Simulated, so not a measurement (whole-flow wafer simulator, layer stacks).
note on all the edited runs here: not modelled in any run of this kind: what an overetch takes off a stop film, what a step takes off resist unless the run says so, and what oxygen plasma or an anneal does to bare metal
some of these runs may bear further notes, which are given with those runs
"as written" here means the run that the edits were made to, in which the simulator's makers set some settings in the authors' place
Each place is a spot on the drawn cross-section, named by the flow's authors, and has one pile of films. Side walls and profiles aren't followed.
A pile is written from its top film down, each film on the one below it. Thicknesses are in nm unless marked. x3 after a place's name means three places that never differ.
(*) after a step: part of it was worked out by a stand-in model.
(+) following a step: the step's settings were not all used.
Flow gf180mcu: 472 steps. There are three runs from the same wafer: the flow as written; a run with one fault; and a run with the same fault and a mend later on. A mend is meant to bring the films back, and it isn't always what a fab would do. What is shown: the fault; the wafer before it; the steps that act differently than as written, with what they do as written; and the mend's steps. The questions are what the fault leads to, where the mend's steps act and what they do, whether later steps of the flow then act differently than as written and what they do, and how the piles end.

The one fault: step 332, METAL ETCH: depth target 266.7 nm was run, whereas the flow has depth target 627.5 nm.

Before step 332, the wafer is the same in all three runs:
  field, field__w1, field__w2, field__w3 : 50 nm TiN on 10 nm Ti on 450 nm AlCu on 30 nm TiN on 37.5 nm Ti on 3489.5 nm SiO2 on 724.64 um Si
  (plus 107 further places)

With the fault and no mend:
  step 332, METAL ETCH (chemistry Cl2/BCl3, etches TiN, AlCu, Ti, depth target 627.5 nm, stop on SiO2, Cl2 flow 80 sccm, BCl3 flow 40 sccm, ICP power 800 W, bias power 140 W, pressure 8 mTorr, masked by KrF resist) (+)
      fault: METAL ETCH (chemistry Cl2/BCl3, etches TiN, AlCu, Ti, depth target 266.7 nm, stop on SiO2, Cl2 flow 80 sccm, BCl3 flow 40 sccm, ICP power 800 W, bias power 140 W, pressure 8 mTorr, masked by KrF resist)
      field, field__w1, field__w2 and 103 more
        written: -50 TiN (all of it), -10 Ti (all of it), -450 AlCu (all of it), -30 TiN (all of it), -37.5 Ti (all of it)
        fault: -50 TiN (all of it), -10 Ti (all of it), -206.7 AlCu
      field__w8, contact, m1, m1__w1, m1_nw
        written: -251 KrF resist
        fault: -106.7 KrF resist
  Steps further on in the flow that do not act as written:
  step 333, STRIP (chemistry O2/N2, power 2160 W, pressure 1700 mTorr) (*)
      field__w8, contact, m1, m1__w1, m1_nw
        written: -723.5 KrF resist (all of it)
        fault: -867.8 KrF resist (all of it)
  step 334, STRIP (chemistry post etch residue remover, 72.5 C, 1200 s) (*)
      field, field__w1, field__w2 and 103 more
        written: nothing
        fault: -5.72 AlCu
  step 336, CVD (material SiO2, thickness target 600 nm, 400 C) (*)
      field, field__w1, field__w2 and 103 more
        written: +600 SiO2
        fault: +600 SiO2 (new film)
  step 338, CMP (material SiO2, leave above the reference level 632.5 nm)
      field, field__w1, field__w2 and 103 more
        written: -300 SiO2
        fault: -605.1 SiO2
  At field, field__w1, field__w2 and 104 more, the piles at the end differ from the flow's by more than 2% or 0.5 nm, whichever is larger.
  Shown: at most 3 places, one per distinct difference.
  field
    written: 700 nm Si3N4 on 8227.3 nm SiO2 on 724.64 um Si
    fault: 700 nm Si3N4 on 4432.7 nm SiO2 on 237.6 nm AlCu on 30 nm TiN on 37.5 nm Ti on 3489.5 nm SiO2 on 724.64 um Si
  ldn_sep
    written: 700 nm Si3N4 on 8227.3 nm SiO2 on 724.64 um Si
    fault: 700 nm Si3N4 on 4432.7 nm SiO2 on 237.6 nm AlCu on 30 nm TiN on 37.5 nm Ti on 3489.4 nm SiO2 on 724.64 um Si
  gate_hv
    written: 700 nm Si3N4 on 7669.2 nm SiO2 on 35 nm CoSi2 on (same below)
    fault: 700 nm Si3N4 on 4432.7 nm SiO2 on 237.6 nm AlCu on 30 nm TiN on 37.5 nm Ti on 2931.3 nm SiO2 on 35 nm CoSi2 on (same below)

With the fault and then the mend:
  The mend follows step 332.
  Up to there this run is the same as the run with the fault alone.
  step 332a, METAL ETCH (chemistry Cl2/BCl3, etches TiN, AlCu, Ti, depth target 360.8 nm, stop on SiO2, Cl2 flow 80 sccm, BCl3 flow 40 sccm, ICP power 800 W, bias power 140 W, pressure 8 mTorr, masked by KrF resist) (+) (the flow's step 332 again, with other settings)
      field, field__w1, field__w2 and 103 more
        -243.3 AlCu (all of it), -30 TiN (all of it), -37.5 Ti (all of it)
      field__w8, contact, m1, m1__w1, m1_nw
        -144.3 KrF resist
  None of the later steps of the flow acts differently than as written at any place that is followed.
  By the end, the piles equal the flow's at every place that both follow.
